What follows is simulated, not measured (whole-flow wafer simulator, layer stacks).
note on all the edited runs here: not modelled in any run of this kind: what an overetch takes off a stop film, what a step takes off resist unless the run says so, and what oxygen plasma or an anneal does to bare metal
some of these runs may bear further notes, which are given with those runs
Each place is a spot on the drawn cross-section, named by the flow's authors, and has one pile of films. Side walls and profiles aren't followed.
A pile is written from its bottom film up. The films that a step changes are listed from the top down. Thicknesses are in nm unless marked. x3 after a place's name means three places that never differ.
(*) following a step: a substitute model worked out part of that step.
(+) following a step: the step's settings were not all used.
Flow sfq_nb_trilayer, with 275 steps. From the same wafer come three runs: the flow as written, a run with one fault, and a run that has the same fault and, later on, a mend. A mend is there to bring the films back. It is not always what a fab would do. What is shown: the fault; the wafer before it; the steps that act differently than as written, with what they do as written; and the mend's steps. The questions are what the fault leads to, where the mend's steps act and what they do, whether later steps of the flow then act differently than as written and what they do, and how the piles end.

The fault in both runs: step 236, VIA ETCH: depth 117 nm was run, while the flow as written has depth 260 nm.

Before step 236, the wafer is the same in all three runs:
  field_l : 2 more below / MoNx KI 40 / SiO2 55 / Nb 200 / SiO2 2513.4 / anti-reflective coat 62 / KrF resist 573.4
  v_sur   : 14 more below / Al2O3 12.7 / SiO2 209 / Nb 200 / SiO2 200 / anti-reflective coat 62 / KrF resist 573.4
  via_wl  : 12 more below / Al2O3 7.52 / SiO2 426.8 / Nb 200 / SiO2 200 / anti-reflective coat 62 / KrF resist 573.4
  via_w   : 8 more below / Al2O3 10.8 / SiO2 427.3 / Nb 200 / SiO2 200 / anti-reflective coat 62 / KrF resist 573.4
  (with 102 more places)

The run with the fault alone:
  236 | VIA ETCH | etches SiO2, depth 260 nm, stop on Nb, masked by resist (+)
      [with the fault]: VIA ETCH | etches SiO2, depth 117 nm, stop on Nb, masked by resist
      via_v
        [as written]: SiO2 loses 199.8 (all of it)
        [with the fault]: SiO2 loses 117
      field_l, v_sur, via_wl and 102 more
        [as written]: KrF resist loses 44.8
        [with the fault]: KrF resist loses 20.2
  Steps later in the flow that act otherwise than as written (3 other steps are not shown; they differ only slightly, by no more than 2% or 0.5 nm, whichever is larger):
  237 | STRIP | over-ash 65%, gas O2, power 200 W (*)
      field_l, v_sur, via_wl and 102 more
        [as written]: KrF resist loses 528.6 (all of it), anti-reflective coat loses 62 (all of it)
        [with the fault]: KrF resist loses 553.3 (all of it), anti-reflective coat loses 62 (all of it)
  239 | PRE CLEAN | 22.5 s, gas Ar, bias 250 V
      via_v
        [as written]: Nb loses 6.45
        [with the fault]: SiO2 loses 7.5
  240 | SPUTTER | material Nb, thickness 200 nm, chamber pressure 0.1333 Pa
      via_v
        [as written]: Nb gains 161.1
        [with the fault]: Nb gains 181.2 (new film)
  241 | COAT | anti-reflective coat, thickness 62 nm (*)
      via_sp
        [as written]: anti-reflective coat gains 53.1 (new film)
        [with the fault]: anti-reflective coat gains 54.7 (new film)
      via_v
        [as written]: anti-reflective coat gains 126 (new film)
        [with the fault]: anti-reflective coat gains 106.8 (new film)
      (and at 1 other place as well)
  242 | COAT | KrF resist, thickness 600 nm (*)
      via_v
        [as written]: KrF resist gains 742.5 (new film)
        [with the fault]: KrF resist gains 673.6 (new film)
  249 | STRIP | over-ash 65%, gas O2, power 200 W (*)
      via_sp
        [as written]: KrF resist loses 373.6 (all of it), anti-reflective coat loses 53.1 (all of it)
        [with the fault]: KrF resist loses 379.3 (all of it), anti-reflective coat loses 54.7 (all of it)
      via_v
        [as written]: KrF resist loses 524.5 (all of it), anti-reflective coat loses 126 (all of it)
        [with the fault]: KrF resist loses 455.8 (all of it), anti-reflective coat loses 106.8 (all of it)
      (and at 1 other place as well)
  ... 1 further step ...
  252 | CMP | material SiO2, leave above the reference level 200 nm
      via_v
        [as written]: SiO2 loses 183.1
        [with the fault]: SiO2 loses 164
  By the end, the piles at via_v depart from the flow's by more than 2% or 0.5 nm, whichever is larger.
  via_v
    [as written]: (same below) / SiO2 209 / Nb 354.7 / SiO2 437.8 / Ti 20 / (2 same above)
    [with the fault]: (same below) / SiO2 209 / Nb 200 / SiO2 75.3 / Nb 181.2 / SiO2 336 / Ti 20 / (2 same above)

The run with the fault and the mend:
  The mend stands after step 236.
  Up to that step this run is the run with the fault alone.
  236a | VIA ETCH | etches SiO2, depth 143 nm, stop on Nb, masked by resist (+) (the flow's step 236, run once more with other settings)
      field_l, v_sur, via_wl and 102 more
        KrF resist loses 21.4
      via_v
        SiO2 loses 82.8 (all of it)
  Later steps of the flow that are run all act as written at every place that is followed, up to a difference of at most 2% or 0.5 nm, whichever is larger.
  The piles end the same as the flow's at every place that both follow.
